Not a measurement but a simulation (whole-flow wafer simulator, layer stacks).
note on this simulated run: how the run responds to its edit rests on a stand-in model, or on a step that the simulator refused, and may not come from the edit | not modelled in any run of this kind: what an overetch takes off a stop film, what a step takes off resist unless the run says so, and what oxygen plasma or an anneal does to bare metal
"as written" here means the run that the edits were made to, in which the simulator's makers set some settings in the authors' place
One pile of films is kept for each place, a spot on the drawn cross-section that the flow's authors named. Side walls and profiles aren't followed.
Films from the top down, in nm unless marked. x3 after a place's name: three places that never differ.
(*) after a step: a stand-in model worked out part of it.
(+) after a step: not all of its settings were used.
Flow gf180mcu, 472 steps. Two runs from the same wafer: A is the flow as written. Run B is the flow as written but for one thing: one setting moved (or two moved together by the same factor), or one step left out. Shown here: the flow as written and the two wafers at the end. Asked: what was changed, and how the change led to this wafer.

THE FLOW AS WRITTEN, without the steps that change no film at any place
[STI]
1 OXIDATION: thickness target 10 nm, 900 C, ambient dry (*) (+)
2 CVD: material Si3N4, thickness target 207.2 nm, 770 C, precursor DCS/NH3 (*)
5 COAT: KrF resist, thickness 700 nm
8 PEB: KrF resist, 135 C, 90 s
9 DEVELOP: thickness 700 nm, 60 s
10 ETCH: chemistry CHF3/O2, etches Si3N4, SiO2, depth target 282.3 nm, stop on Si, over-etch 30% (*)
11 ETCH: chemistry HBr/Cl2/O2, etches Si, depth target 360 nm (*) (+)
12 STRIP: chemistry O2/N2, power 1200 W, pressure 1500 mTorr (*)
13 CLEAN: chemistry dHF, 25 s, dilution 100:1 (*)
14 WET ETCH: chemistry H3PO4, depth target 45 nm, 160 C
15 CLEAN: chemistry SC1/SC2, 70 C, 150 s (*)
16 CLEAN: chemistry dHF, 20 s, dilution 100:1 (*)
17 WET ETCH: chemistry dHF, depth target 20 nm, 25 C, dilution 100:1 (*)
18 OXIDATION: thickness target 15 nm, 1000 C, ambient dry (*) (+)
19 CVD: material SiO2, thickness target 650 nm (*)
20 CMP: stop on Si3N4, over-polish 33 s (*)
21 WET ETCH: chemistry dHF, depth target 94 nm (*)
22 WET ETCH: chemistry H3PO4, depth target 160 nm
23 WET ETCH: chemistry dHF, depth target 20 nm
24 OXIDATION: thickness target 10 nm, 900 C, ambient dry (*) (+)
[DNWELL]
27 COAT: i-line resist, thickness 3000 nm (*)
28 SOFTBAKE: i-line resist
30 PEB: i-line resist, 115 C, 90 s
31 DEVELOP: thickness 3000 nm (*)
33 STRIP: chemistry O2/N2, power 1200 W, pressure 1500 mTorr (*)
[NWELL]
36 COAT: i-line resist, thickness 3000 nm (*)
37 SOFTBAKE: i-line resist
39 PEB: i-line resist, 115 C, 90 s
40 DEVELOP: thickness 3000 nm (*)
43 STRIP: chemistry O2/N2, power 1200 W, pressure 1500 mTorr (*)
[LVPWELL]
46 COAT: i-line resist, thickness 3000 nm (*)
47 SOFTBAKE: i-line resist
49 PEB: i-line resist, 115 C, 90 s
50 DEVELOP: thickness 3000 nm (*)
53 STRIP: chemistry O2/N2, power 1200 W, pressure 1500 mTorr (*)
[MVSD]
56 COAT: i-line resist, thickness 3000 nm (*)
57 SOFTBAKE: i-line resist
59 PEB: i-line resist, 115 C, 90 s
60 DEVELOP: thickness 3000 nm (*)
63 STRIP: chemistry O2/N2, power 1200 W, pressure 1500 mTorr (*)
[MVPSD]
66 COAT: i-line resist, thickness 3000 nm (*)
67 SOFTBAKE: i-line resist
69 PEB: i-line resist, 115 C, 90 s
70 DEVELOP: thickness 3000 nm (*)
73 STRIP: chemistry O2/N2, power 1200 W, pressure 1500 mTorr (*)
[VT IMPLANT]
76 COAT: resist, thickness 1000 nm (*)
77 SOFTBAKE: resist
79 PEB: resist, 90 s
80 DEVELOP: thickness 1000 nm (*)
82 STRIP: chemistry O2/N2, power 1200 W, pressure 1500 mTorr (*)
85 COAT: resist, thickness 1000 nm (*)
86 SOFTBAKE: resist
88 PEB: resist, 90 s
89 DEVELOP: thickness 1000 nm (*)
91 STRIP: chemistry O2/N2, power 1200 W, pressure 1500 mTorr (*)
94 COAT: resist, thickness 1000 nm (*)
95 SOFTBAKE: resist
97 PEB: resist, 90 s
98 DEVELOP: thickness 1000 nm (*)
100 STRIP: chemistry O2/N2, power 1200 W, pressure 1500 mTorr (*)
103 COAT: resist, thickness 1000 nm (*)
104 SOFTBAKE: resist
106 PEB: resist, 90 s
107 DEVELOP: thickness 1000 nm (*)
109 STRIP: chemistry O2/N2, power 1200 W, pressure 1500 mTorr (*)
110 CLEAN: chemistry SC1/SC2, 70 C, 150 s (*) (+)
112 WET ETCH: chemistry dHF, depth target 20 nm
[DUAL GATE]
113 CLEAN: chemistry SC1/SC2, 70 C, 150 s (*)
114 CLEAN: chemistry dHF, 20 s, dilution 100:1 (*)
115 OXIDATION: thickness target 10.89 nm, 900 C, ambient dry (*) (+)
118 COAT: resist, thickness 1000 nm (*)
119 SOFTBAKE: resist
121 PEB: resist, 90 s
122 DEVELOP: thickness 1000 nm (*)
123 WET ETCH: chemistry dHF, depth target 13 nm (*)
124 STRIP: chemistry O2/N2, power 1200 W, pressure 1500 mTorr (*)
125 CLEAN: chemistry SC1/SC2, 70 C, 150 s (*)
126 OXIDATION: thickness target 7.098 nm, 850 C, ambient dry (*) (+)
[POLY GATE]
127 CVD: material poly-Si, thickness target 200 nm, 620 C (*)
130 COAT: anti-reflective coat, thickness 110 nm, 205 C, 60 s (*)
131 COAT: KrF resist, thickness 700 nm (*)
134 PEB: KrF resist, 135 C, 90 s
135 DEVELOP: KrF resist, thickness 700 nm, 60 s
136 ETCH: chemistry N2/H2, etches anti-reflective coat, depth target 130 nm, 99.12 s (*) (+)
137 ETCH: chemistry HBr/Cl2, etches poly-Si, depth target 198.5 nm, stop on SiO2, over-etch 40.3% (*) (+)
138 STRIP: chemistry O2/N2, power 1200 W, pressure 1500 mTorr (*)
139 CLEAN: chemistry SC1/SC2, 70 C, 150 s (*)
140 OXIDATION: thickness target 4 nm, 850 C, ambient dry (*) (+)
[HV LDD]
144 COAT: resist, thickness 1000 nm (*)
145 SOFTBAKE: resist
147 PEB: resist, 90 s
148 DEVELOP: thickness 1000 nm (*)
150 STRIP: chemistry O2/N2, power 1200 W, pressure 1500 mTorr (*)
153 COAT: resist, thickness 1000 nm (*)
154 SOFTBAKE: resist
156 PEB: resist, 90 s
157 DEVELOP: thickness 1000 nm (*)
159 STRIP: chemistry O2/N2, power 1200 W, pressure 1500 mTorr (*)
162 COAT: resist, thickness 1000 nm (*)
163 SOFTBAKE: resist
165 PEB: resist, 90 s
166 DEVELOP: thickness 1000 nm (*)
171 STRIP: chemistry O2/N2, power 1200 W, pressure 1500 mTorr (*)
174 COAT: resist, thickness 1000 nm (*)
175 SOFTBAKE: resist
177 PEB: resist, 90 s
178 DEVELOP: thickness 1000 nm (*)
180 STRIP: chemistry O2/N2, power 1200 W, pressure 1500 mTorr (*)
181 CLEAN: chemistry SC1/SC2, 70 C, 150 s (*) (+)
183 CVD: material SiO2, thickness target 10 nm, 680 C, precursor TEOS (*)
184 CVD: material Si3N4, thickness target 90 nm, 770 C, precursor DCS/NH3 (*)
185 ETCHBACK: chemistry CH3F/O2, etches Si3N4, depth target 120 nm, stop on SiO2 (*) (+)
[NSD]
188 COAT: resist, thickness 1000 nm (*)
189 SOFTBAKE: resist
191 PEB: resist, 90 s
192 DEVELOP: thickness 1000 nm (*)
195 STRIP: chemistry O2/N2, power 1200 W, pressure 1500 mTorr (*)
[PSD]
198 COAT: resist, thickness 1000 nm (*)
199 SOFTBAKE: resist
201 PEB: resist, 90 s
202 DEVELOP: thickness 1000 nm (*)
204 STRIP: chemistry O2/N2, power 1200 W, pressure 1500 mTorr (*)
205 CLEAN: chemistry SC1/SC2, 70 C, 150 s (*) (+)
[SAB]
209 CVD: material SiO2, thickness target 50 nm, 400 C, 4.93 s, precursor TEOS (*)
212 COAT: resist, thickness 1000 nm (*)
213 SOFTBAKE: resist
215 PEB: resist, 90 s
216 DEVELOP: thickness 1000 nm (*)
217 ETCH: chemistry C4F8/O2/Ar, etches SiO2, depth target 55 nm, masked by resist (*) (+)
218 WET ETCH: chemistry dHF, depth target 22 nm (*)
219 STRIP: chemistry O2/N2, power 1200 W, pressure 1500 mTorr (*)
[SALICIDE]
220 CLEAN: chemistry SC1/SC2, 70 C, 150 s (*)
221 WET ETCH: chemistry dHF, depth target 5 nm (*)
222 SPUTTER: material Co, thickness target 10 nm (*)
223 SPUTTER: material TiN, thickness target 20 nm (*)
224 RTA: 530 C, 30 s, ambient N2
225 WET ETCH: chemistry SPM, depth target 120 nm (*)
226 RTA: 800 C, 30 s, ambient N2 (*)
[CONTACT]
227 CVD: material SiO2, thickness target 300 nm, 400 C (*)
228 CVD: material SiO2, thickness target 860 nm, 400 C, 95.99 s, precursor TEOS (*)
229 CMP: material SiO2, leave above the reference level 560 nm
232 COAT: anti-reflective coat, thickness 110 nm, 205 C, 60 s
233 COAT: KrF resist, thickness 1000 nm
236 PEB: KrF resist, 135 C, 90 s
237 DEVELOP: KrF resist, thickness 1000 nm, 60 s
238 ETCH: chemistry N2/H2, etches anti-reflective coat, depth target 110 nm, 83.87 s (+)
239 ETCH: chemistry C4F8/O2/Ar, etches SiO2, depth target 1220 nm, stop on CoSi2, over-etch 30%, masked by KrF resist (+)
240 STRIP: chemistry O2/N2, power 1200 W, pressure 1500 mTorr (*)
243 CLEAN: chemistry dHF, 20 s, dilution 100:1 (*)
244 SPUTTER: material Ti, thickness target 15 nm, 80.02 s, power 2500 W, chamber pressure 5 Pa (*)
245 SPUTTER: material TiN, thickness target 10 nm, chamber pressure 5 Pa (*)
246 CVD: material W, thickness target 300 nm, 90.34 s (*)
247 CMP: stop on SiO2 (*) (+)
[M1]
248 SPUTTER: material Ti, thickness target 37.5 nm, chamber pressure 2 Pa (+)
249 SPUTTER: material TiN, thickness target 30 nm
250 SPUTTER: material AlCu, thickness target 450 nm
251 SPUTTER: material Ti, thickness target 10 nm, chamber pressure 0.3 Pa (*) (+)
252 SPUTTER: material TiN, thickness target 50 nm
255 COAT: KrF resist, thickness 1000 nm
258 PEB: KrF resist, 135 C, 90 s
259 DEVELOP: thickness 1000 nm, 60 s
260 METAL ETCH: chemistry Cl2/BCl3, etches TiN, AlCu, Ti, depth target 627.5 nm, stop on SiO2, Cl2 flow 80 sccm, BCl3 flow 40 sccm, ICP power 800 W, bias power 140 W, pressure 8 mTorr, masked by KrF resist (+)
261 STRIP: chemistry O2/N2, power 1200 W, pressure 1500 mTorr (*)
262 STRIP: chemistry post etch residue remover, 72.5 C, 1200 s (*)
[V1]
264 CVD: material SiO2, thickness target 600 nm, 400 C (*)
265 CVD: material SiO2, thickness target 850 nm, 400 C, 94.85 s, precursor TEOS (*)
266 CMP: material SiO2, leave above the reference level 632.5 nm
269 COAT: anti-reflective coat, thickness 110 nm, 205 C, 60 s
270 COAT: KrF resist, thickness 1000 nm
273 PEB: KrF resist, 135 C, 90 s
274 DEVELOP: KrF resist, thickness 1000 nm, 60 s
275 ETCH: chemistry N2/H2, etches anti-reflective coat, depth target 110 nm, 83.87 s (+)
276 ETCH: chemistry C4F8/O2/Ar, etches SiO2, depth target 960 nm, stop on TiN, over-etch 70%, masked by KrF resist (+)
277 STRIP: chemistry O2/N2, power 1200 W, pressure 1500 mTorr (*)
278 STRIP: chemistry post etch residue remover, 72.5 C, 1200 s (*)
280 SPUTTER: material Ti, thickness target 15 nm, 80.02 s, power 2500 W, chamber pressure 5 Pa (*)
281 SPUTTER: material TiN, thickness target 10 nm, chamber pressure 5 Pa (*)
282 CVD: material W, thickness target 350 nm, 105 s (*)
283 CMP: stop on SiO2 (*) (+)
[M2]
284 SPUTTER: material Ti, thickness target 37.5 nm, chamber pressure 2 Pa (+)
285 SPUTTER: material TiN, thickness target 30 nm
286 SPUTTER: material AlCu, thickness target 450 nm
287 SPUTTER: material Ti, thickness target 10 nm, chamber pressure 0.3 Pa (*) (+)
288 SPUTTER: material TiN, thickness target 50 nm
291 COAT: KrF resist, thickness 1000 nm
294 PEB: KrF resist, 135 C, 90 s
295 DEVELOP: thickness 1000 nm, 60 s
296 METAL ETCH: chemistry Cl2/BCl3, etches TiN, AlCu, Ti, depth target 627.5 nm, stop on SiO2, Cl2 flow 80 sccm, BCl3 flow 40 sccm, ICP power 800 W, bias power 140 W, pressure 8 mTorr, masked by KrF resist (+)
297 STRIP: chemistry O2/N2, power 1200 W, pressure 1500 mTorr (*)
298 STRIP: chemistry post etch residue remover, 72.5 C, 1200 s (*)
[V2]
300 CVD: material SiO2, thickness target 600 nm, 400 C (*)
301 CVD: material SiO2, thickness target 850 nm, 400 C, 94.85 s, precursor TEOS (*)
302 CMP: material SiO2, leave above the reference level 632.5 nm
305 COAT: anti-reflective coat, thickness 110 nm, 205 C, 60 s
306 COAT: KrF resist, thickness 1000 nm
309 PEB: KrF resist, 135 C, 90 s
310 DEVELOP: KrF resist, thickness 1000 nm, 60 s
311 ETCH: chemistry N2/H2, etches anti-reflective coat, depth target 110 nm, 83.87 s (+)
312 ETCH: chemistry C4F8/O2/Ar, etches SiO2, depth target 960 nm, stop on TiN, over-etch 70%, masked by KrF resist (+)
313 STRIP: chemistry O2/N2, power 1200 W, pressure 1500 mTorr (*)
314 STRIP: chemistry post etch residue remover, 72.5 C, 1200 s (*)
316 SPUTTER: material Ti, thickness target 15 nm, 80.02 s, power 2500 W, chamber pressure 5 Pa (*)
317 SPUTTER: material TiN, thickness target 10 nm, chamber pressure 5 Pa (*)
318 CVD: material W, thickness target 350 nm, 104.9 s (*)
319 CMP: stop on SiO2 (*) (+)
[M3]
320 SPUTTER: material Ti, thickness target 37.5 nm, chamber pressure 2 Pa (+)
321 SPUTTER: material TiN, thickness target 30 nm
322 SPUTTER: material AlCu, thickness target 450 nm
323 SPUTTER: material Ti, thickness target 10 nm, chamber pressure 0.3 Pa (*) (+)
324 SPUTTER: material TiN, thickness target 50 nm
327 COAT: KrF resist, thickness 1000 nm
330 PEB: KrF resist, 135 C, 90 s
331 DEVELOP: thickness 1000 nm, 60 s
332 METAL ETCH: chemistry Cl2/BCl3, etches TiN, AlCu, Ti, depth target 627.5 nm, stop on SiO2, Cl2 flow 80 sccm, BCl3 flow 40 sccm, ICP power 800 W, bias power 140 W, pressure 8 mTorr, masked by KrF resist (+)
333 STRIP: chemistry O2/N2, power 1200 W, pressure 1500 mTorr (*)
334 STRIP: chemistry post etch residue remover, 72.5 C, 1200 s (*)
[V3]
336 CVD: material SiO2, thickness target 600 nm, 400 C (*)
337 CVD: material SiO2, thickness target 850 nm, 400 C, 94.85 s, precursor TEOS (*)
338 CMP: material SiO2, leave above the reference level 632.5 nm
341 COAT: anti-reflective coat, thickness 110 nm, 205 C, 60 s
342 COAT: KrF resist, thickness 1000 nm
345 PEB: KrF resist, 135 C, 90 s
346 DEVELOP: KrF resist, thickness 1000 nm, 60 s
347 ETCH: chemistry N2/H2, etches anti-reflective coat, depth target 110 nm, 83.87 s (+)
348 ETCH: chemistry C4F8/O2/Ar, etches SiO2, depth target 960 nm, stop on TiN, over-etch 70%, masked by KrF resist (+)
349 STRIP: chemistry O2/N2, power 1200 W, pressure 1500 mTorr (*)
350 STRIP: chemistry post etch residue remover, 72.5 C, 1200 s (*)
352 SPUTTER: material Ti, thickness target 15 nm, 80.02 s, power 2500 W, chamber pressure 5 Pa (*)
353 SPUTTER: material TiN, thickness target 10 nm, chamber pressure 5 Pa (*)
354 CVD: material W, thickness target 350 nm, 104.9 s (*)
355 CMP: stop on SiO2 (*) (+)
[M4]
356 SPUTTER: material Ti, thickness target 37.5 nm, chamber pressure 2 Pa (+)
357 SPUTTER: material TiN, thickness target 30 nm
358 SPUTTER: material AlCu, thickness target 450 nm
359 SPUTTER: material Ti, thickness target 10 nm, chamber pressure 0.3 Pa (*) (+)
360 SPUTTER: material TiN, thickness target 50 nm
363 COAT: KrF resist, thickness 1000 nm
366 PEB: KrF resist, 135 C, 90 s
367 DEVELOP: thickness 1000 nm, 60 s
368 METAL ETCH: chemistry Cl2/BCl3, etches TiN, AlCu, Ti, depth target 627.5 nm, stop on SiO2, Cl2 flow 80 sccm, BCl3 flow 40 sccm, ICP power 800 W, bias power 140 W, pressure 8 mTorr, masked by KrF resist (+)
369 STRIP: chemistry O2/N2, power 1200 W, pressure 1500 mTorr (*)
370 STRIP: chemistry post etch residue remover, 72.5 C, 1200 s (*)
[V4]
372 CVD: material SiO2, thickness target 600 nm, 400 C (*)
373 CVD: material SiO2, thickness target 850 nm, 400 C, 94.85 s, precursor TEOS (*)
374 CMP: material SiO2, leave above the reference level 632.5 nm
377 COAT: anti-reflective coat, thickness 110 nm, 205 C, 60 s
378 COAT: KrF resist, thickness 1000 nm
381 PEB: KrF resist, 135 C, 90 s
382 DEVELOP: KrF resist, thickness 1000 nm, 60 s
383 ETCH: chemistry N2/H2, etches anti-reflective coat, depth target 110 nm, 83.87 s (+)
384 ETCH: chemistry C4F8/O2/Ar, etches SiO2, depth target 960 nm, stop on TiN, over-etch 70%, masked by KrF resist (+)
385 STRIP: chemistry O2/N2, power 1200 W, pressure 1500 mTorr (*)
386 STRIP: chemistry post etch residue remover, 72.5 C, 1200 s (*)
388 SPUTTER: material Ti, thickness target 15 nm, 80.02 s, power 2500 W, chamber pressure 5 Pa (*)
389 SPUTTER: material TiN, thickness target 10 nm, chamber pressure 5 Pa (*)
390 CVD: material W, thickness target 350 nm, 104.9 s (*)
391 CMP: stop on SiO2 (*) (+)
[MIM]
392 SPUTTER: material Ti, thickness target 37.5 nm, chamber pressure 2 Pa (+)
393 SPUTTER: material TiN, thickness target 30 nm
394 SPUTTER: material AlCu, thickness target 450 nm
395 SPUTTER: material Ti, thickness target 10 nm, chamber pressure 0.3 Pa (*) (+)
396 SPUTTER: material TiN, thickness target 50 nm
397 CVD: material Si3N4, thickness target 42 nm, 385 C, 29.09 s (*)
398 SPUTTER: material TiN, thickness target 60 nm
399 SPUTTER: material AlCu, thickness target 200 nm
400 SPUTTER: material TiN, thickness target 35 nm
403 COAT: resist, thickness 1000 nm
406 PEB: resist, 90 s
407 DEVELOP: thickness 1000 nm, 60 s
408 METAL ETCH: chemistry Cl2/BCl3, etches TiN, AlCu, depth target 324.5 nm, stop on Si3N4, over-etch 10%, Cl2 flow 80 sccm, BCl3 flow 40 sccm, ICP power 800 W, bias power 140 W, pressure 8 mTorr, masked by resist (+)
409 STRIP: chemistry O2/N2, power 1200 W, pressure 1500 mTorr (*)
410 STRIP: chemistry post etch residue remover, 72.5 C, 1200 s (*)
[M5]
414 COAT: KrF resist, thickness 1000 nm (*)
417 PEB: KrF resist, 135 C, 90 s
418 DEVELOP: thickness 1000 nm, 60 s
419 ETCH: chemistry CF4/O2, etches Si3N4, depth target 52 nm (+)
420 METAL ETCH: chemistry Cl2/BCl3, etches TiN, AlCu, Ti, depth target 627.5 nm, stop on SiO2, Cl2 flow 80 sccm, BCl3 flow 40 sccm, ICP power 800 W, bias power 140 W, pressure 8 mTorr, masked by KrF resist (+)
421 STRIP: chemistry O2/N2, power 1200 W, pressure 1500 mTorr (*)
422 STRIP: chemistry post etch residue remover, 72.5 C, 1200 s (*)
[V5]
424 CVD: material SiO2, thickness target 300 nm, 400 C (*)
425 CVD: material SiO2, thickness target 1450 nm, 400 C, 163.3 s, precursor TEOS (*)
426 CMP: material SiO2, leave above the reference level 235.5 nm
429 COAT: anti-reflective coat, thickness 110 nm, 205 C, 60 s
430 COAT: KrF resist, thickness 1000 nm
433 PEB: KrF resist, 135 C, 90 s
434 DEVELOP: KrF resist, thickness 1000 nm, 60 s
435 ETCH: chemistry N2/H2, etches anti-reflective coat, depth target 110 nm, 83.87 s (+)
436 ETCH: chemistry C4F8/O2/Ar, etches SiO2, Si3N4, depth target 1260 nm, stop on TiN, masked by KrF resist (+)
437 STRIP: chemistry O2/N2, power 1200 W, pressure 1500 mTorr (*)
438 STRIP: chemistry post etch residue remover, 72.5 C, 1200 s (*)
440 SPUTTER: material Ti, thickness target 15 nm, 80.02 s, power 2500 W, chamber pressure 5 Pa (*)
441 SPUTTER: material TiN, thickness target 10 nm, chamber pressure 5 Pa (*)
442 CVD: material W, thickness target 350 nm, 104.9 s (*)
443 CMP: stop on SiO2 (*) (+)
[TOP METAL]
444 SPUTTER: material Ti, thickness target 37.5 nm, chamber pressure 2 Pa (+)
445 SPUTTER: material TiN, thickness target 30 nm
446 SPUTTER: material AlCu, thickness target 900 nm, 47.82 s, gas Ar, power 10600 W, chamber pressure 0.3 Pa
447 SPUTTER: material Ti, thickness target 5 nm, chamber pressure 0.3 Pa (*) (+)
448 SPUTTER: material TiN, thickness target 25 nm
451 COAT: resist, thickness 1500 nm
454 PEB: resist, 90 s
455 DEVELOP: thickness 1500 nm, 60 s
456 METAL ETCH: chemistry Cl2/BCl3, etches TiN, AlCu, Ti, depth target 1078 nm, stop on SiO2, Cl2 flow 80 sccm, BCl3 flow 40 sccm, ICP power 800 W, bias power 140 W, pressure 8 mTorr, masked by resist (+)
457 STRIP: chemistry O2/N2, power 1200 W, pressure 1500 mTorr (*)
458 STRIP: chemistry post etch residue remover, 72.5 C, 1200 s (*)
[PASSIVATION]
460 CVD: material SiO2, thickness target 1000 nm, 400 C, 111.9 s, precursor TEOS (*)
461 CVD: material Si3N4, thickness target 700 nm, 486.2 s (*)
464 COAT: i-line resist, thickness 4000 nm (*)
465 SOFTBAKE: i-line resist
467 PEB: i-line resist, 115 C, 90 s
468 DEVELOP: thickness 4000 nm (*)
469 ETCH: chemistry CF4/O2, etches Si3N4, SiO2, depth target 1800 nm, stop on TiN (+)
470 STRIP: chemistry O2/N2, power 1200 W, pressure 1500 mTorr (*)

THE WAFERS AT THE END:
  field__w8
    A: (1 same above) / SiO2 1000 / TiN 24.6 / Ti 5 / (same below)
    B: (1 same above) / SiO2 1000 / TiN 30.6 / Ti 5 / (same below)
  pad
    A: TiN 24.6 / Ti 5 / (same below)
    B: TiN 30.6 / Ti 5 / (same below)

The cause: step 448, SPUTTER: thickness target 31 nm was run, where the flow has thickness target 25 nm.

How the change led to this, step by step:
  448 SPUTTER: material TiN, thickness target 25 nm
      field, field__w1, field__w2 and 109 more: A TiN +25 (new film) | B TiN +31 (new film)
  456 METAL ETCH: chemistry Cl2/BCl3, etches TiN, AlCu, Ti, depth target 1078 nm, stop on SiO2, Cl2 flow 80 sccm, BCl3 flow 40 sccm, ICP power 800 W, bias power 140 W, pressure 8 mTorr, masked by resist (+)
      field, field__w1, field__w2 and 103 more: A TiN -25 (all of it), Ti -5 (all of it), AlCu -900 (all of it), TiN -30 (all of it), Ti -37.5 (all of it) | B TiN -31 (all of it), Ti -5 (all of it), AlCu -900 (all of it), TiN -30 (all of it), Ti -37.5 (all of it)
  465 SOFTBAKE: i-line resist
      field__w5, field__w9: A i-line resist +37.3 | B i-line resist +30.5
      field: A i-line resist -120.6 | B i-line resist -109.6
      (and at 57 more places)
